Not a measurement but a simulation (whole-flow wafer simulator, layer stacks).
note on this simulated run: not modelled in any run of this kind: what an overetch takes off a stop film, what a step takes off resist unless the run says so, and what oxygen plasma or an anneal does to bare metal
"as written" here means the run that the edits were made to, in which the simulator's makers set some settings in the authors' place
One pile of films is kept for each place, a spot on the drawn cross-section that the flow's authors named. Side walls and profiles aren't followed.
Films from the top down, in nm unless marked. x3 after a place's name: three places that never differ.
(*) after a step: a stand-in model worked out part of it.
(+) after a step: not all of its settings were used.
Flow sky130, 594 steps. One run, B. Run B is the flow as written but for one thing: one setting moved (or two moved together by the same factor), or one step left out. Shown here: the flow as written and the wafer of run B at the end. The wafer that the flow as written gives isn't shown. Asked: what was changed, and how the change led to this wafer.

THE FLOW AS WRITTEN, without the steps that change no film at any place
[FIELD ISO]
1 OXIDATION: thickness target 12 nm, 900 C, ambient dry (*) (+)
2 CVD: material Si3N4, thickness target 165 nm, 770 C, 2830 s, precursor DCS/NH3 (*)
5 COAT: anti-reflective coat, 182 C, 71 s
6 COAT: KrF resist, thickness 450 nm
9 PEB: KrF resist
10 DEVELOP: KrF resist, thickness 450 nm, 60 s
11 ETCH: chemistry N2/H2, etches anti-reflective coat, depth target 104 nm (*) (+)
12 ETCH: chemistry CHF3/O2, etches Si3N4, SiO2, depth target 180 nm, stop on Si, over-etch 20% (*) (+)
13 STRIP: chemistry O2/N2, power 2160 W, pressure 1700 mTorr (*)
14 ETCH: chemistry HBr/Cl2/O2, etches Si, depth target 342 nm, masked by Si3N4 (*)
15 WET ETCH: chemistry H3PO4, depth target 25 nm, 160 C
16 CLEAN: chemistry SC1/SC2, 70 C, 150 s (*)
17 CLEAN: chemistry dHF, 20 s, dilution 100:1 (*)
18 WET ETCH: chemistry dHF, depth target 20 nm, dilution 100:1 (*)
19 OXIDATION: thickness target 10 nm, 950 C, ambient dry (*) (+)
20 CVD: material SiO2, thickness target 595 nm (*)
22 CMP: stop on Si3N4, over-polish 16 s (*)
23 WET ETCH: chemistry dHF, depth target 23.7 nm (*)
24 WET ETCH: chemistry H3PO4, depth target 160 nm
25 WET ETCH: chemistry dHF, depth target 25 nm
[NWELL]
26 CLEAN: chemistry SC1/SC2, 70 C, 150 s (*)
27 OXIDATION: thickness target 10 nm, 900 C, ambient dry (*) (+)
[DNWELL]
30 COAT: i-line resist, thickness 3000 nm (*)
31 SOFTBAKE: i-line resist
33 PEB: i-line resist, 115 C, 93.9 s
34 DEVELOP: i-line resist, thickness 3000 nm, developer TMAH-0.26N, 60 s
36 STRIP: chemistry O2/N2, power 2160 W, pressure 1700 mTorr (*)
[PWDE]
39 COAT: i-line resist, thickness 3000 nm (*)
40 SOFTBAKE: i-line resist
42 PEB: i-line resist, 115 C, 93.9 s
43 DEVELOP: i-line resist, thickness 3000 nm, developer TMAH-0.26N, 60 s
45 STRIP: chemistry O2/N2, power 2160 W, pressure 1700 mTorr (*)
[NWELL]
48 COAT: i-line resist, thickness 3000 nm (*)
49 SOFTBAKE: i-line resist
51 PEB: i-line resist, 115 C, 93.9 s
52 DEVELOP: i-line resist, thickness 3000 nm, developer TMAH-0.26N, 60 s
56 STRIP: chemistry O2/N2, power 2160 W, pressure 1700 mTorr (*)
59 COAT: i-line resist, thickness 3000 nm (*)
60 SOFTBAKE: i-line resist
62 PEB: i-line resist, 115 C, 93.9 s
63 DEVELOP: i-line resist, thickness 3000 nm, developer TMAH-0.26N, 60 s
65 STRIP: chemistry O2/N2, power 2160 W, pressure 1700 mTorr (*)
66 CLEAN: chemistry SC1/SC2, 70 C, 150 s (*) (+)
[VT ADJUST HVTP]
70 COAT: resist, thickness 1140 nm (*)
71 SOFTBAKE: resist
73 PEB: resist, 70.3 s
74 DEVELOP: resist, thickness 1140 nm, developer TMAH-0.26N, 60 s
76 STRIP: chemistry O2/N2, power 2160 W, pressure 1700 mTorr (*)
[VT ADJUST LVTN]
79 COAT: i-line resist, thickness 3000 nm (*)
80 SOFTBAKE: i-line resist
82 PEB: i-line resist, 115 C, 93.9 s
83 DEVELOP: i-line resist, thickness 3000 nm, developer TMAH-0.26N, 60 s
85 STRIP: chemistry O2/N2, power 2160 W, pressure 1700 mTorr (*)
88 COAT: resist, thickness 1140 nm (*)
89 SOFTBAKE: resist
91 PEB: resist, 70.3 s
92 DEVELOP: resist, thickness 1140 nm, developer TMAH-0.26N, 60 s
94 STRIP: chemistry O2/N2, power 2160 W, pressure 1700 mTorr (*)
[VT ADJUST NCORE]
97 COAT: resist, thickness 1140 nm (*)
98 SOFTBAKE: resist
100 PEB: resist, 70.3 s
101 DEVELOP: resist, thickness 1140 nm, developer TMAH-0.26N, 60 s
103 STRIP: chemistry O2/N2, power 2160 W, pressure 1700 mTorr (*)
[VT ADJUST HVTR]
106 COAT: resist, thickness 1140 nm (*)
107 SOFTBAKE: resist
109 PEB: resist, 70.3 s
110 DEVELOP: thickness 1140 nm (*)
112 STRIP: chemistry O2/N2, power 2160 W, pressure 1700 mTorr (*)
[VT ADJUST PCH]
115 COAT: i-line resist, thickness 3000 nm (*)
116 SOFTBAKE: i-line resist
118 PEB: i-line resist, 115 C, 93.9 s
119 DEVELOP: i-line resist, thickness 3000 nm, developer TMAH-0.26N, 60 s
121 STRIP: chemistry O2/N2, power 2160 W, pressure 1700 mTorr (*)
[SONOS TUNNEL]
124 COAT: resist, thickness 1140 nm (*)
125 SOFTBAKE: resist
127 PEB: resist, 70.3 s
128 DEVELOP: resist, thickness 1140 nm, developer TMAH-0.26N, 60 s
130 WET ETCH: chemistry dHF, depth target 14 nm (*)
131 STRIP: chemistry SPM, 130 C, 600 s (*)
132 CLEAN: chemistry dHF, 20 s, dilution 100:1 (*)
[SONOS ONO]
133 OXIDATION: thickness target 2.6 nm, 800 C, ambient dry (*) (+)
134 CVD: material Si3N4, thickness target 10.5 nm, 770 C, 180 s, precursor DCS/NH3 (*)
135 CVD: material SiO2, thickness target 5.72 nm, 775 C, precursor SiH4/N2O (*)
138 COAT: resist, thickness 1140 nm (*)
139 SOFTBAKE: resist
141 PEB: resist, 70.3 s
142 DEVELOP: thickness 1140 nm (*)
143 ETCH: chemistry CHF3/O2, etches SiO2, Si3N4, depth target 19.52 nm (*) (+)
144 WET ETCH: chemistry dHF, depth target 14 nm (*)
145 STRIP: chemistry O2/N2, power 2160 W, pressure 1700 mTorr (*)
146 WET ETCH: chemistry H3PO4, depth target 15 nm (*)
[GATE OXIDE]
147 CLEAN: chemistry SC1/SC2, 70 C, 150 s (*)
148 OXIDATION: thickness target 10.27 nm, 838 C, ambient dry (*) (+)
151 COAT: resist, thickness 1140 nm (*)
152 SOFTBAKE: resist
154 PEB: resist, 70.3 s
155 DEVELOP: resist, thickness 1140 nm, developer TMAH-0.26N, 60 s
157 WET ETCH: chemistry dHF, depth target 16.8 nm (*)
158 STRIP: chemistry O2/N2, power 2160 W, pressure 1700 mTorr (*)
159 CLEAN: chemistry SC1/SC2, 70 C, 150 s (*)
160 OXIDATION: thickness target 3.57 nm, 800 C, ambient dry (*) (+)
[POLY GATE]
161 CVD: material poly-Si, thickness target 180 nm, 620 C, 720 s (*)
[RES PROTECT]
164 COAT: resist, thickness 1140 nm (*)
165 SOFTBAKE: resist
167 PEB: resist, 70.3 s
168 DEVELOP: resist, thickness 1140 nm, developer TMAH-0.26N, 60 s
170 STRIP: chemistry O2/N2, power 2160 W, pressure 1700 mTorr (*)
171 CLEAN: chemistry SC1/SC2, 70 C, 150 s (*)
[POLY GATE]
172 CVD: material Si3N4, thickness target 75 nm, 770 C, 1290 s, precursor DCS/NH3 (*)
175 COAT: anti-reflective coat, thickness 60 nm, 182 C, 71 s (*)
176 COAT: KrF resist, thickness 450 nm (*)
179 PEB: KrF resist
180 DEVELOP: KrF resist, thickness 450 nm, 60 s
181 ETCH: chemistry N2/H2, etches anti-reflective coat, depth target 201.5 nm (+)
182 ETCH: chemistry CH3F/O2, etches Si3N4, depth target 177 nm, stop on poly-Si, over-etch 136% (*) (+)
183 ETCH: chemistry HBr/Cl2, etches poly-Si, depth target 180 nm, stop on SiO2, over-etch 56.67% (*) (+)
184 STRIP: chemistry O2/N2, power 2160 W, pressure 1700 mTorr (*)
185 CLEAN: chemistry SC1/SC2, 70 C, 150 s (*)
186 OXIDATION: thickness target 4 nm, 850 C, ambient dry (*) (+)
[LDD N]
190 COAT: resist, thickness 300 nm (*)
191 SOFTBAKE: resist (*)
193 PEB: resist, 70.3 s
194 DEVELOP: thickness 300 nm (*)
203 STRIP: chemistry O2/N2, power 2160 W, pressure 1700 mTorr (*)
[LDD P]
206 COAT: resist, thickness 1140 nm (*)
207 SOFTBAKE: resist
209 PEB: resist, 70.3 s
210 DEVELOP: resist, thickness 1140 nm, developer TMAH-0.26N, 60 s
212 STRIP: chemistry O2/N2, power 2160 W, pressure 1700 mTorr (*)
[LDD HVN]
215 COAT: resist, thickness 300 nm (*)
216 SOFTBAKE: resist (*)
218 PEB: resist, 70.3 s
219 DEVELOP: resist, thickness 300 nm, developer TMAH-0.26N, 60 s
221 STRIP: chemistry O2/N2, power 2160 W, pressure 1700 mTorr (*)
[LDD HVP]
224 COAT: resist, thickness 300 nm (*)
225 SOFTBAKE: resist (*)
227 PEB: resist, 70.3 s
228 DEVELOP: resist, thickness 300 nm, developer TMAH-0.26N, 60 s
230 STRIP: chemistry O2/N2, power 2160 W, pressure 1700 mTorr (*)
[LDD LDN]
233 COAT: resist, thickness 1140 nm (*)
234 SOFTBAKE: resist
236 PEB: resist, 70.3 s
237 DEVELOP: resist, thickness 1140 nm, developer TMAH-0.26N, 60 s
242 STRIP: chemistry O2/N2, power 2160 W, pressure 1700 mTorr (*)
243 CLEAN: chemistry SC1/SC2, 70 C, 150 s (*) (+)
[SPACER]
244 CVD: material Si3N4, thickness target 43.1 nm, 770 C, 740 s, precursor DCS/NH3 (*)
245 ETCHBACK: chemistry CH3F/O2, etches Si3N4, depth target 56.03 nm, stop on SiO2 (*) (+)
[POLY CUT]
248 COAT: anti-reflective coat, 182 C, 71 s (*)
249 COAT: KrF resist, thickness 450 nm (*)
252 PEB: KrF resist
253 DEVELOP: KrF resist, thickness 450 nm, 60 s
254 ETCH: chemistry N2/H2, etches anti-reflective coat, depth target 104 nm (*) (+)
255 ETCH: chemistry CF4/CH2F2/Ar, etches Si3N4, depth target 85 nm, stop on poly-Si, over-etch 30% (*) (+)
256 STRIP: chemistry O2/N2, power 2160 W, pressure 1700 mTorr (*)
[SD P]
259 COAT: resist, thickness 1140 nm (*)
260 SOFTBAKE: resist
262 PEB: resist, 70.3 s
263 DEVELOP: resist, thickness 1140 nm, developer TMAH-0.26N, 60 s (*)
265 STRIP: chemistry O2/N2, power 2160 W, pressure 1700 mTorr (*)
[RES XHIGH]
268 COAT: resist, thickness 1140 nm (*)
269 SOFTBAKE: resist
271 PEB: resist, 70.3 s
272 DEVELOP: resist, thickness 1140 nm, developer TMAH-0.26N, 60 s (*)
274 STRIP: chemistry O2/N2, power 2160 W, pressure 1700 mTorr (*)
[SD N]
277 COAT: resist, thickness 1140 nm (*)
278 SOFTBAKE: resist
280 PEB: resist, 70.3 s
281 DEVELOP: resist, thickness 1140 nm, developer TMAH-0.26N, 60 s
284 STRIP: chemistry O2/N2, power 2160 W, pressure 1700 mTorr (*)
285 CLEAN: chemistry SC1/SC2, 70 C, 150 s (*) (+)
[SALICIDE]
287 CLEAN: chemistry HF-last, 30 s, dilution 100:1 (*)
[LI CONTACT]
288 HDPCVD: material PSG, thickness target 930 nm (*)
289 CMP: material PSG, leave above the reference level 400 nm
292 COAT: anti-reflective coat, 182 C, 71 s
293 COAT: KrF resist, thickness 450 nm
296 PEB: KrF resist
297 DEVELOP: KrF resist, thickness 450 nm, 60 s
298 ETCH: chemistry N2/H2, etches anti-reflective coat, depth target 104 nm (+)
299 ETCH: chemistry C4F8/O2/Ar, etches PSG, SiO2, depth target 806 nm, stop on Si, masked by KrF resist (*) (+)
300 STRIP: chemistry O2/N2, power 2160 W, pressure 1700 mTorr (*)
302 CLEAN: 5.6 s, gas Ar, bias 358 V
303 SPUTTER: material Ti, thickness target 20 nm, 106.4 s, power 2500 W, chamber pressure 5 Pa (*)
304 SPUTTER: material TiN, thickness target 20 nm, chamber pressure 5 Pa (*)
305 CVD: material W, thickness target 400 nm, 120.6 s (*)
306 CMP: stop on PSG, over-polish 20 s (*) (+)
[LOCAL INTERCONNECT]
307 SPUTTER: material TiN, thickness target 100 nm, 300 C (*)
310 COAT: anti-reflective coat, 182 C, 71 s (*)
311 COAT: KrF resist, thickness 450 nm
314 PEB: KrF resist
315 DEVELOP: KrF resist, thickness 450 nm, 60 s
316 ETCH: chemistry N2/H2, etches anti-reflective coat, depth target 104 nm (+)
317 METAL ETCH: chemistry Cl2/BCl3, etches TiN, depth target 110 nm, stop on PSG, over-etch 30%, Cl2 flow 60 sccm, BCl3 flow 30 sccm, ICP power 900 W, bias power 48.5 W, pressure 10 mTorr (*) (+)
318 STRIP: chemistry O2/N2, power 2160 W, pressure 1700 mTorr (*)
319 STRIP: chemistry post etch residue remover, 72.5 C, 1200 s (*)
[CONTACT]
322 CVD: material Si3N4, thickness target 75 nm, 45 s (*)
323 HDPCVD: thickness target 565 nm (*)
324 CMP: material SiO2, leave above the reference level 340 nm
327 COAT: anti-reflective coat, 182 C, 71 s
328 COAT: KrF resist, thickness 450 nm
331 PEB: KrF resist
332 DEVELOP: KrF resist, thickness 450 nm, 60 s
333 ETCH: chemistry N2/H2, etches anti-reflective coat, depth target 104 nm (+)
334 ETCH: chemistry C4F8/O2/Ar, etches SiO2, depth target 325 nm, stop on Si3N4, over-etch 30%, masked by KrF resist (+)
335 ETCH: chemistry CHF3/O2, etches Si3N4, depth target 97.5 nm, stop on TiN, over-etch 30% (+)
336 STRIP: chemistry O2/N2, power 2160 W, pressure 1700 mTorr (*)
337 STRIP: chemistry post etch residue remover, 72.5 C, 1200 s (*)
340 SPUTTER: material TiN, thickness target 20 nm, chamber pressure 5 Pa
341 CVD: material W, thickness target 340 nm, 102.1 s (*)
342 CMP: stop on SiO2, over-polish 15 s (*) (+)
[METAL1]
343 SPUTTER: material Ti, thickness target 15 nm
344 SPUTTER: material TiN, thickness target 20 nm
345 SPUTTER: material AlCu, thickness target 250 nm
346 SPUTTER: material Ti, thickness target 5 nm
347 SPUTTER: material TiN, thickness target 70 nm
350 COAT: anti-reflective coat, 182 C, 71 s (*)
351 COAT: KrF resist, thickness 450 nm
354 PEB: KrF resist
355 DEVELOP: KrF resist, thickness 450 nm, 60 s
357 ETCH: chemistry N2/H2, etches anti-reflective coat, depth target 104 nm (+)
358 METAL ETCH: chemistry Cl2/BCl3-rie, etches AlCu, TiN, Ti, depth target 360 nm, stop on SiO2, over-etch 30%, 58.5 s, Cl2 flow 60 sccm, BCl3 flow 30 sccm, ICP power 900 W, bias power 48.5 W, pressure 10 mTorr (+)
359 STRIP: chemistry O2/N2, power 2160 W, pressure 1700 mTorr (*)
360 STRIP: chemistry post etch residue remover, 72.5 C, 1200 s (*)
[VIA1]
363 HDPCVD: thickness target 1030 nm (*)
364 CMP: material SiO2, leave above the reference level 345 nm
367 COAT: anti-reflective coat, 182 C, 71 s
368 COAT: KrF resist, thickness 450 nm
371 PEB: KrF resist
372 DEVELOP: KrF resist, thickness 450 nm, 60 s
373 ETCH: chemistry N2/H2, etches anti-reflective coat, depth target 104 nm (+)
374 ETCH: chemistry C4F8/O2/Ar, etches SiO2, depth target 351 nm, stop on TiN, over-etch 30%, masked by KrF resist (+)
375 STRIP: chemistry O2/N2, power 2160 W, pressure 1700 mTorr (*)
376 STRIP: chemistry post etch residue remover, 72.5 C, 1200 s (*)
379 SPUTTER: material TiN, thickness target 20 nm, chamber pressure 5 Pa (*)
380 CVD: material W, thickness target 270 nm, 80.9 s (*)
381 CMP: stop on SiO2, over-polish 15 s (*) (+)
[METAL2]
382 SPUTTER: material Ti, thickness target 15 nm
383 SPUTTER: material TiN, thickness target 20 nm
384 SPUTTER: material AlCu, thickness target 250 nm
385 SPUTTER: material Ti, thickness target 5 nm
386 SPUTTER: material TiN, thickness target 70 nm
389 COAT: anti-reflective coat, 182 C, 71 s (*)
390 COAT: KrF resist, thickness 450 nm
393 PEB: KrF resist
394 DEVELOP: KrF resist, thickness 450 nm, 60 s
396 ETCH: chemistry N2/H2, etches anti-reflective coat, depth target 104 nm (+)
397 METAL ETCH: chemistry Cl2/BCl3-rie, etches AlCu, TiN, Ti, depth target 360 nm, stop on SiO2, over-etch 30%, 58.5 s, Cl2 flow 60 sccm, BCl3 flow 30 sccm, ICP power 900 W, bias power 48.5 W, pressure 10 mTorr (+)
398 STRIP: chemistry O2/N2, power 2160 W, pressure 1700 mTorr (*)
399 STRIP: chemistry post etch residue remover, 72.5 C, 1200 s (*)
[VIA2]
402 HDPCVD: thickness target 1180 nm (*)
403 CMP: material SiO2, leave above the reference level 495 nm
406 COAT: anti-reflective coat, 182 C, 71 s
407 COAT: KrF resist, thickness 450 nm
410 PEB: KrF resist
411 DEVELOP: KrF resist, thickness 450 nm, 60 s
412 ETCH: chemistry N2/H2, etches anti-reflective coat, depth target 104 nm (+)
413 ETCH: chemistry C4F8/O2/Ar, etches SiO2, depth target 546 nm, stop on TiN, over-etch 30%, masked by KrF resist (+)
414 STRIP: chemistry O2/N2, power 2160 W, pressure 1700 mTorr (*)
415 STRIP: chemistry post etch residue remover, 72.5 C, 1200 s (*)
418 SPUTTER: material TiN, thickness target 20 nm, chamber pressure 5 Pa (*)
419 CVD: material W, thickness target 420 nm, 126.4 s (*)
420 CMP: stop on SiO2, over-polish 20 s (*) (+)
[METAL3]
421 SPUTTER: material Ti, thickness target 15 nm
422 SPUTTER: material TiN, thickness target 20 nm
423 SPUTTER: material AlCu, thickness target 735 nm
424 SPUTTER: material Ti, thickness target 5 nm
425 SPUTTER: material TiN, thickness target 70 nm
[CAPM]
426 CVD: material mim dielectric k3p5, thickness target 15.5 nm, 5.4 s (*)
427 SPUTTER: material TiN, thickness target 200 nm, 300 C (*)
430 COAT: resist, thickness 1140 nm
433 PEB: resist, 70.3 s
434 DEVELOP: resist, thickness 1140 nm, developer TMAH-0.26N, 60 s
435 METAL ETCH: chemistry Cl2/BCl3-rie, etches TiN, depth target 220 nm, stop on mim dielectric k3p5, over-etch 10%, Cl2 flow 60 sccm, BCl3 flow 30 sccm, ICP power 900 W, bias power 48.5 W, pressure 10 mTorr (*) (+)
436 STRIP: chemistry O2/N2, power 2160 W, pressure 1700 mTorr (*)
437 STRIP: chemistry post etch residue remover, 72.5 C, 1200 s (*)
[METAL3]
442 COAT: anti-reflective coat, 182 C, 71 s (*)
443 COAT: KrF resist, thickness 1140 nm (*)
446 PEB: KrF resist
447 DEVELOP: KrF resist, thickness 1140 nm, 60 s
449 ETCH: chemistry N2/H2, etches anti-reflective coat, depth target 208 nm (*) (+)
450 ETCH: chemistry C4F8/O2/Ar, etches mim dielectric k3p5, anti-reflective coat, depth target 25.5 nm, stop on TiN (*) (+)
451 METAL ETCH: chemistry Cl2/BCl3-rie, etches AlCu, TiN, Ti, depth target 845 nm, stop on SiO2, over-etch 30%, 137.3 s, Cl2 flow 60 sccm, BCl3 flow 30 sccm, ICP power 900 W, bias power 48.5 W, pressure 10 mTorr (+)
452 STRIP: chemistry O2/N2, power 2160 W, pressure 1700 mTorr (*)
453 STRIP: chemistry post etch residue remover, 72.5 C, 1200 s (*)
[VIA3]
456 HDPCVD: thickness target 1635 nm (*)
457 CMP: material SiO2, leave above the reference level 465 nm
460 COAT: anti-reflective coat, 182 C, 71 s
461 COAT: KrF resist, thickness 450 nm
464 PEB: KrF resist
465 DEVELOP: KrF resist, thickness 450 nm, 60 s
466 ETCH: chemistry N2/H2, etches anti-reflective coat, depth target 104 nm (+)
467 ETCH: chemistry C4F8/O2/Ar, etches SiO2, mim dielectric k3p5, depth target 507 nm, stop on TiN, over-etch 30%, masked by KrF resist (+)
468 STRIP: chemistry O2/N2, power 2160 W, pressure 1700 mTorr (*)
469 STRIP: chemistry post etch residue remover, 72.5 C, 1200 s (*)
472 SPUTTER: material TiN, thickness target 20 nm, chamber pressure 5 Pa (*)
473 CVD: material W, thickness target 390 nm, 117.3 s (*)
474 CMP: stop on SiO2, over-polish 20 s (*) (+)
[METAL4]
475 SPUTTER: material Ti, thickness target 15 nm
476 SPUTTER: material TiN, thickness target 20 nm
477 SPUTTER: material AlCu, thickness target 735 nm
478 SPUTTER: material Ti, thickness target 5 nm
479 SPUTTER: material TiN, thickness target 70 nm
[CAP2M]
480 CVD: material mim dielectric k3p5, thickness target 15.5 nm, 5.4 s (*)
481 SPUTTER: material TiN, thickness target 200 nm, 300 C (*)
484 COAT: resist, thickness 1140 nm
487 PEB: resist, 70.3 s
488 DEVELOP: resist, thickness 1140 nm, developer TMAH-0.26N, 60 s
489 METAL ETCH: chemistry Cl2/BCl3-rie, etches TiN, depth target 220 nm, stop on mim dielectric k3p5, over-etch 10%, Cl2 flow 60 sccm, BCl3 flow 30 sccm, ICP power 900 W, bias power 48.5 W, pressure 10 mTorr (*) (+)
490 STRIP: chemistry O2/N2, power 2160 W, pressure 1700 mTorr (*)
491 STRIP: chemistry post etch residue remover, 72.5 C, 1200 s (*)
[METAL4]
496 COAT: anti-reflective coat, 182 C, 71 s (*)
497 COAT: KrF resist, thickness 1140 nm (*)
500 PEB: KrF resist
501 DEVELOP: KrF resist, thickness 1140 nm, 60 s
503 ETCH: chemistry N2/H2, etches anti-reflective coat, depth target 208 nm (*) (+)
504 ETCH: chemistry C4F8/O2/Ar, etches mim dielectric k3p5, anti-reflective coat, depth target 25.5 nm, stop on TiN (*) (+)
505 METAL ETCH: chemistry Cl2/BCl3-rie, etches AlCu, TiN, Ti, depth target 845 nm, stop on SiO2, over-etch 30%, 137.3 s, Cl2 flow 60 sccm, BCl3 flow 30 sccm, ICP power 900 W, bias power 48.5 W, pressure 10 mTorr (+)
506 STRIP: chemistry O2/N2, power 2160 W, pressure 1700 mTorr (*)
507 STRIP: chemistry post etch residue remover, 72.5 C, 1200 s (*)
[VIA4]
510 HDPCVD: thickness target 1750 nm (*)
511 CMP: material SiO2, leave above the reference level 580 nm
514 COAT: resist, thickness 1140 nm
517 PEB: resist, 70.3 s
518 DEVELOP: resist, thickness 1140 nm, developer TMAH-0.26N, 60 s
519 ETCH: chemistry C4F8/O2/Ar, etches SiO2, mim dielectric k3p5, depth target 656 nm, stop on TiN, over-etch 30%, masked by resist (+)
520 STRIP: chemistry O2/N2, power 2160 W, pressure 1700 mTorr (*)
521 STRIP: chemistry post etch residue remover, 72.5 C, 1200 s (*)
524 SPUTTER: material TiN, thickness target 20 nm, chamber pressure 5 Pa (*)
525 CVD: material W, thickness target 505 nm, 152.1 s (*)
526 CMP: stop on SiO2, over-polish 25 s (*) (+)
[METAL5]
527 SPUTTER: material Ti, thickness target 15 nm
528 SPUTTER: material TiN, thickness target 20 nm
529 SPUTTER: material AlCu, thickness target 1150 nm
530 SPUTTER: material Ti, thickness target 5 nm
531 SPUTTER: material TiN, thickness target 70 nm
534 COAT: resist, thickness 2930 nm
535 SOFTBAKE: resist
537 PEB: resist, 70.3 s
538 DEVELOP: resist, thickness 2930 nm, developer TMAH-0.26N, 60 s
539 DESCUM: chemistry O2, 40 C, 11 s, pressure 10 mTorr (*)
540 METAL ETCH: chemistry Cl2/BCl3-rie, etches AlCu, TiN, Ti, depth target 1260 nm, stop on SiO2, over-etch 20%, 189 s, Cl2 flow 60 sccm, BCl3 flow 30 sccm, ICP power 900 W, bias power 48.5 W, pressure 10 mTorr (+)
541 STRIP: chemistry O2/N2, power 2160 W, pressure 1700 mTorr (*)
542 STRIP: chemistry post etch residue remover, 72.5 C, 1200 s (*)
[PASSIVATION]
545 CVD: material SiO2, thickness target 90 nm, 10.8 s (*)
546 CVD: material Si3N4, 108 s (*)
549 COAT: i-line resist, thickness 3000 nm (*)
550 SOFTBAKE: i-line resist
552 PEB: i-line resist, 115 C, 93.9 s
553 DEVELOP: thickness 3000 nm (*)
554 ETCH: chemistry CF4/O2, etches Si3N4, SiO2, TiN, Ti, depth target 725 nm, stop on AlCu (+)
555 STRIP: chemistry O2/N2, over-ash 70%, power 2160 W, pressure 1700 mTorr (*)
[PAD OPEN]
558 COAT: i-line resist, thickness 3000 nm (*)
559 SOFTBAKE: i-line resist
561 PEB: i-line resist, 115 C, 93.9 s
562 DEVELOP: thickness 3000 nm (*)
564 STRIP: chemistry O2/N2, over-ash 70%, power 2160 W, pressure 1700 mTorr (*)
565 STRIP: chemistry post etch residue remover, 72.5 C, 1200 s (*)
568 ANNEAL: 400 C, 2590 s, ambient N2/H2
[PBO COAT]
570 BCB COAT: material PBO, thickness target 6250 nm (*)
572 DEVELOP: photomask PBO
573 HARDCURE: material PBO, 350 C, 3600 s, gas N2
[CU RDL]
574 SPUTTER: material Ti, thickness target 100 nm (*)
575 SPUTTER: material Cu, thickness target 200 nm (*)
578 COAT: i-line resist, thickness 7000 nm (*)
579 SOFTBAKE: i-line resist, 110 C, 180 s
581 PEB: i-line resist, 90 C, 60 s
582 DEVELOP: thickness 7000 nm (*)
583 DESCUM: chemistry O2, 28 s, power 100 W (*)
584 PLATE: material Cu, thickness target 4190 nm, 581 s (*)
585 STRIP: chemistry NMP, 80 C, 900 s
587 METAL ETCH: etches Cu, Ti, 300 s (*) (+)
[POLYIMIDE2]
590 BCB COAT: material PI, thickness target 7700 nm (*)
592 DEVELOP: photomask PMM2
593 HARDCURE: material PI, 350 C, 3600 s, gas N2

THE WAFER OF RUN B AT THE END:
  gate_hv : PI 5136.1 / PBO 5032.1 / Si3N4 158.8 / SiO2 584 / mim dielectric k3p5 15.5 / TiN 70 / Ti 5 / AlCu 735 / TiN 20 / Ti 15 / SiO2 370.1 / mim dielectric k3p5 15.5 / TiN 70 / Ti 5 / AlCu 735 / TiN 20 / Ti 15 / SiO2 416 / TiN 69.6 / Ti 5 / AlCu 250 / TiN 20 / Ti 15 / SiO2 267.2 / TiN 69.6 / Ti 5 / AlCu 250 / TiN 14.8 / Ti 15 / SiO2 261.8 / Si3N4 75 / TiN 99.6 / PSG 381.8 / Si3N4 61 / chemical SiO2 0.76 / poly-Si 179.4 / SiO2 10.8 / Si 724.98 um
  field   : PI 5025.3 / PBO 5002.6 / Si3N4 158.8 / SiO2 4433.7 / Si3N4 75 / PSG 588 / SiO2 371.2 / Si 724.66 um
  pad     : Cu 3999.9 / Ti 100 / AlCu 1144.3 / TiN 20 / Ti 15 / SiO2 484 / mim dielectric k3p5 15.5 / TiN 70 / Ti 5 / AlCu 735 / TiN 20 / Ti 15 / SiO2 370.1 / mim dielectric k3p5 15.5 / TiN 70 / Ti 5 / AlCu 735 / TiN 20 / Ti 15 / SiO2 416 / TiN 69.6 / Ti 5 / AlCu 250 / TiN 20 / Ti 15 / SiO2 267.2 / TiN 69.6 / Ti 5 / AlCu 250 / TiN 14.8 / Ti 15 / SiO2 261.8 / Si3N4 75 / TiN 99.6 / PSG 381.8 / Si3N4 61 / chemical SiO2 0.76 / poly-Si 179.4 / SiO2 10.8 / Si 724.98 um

The cause: step 344, SPUTTER: thickness target 14.8 nm was run, where the flow has thickness target 20 nm.
It can be read off the wafer: gate_hv has TiN 14.8, and step 344 as written asks for 20 nm.

How the change led to this, step by step:
  344 SPUTTER: material TiN, thickness target 20 nm
      field, active, n_well and 188 more: TiN +14.8 (new film) (as written it would be: TiN +20 (new film))
  358 METAL ETCH: chemistry Cl2/BCl3-rie, etches AlCu, TiN, Ti, depth target 360 nm, stop on SiO2, over-etch 30%, 58.5 s, Cl2 flow 60 sccm, BCl3 flow 30 sccm, ICP power 900 W, bias power 48.5 W, pressure 10 mTorr (+)
      field, active, gate and 81 more: TiN -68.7 (all of it), Ti -5 (all of it), AlCu -250 (all of it), TiN -14.8 (all of it), Ti -15 (all of it), SiO2 -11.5 (as written it would be: TiN -68.7 (all of it), Ti -5 (all of it), AlCu -250 (all of it), TiN -20 (all of it), Ti -15 (all of it), SiO2 -10.9)
